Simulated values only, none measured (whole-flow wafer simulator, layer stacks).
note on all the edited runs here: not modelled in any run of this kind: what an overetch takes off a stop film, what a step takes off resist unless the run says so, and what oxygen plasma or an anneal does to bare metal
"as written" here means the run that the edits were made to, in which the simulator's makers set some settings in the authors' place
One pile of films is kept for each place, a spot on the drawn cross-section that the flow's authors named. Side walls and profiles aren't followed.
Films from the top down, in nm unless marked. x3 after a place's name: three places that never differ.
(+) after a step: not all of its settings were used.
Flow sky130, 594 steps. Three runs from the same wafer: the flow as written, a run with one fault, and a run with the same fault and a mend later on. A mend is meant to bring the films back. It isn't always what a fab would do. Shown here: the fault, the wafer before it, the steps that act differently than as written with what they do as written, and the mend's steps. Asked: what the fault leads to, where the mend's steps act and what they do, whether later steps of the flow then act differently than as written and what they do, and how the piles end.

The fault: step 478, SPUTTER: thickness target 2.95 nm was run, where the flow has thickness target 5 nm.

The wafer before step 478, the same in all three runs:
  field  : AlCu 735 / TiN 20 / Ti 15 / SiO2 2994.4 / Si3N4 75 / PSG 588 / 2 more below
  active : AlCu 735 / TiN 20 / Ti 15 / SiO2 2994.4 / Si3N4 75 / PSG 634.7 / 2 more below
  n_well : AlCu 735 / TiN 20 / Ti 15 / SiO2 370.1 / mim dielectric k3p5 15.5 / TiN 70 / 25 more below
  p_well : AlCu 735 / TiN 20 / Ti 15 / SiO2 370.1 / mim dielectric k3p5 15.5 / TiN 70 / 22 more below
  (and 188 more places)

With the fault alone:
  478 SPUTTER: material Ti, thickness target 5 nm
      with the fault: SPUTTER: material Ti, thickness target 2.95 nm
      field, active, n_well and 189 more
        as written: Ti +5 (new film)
        with the fault: Ti +2.95 (new film)
  Later steps of the flow that act differently than as written (12 more steps differ only slightly, by at most 2% or 0.5 nm, whichever is larger, and aren't shown):
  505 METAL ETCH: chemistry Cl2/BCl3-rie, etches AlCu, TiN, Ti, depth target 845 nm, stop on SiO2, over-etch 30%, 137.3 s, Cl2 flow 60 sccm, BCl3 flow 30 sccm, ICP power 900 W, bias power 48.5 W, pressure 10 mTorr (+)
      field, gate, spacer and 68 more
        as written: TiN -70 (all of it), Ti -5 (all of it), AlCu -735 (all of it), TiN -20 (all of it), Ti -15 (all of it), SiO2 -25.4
        with the fault: TiN -70 (all of it), Ti -2.95 (all of it), AlCu -735 (all of it), TiN -20 (all of it), Ti -15 (all of it), SiO2 -25.6
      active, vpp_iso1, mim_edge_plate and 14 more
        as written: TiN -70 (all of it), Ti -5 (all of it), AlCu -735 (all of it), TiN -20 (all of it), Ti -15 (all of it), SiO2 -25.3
        with the fault: TiN -70 (all of it), Ti -2.95 (all of it), AlCu -735 (all of it), TiN -20 (all of it), Ti -15 (all of it), SiO2 -25.6
  At the end the piles differ from the flow's by more than 2% or 0.5 nm, whichever is larger, at n_well, p_well, gate_hv and 102 more.
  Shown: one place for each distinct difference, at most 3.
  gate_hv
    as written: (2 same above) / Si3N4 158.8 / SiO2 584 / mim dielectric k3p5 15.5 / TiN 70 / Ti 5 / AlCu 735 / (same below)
    with the fault: (2 same above) / Si3N4 158.8 / SiO2 586 / mim dielectric k3p5 15.5 / TiN 70 / Ti 2.95 / AlCu 735 / (same below)
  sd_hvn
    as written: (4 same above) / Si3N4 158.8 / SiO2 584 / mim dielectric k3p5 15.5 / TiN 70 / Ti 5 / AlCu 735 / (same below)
    with the fault: (4 same above) / Si3N4 158.8 / SiO2 586 / mim dielectric k3p5 15.5 / TiN 70 / Ti 2.95 / AlCu 735 / (same below)
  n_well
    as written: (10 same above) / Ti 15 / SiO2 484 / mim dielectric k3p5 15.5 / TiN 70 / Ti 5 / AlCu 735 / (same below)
    with the fault: (10 same above) / Ti 15 / SiO2 486.1 / mim dielectric k3p5 15.5 / TiN 70 / Ti 2.95 / AlCu 735 / (same below)

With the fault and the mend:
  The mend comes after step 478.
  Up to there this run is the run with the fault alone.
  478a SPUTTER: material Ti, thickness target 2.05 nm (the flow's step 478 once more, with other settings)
      field, active, n_well and 189 more
        Ti +2.05
  No later step of the flow acts differently than as written at any place that is followed.
  At the end the piles are the same as the flow's at every place that both follow.
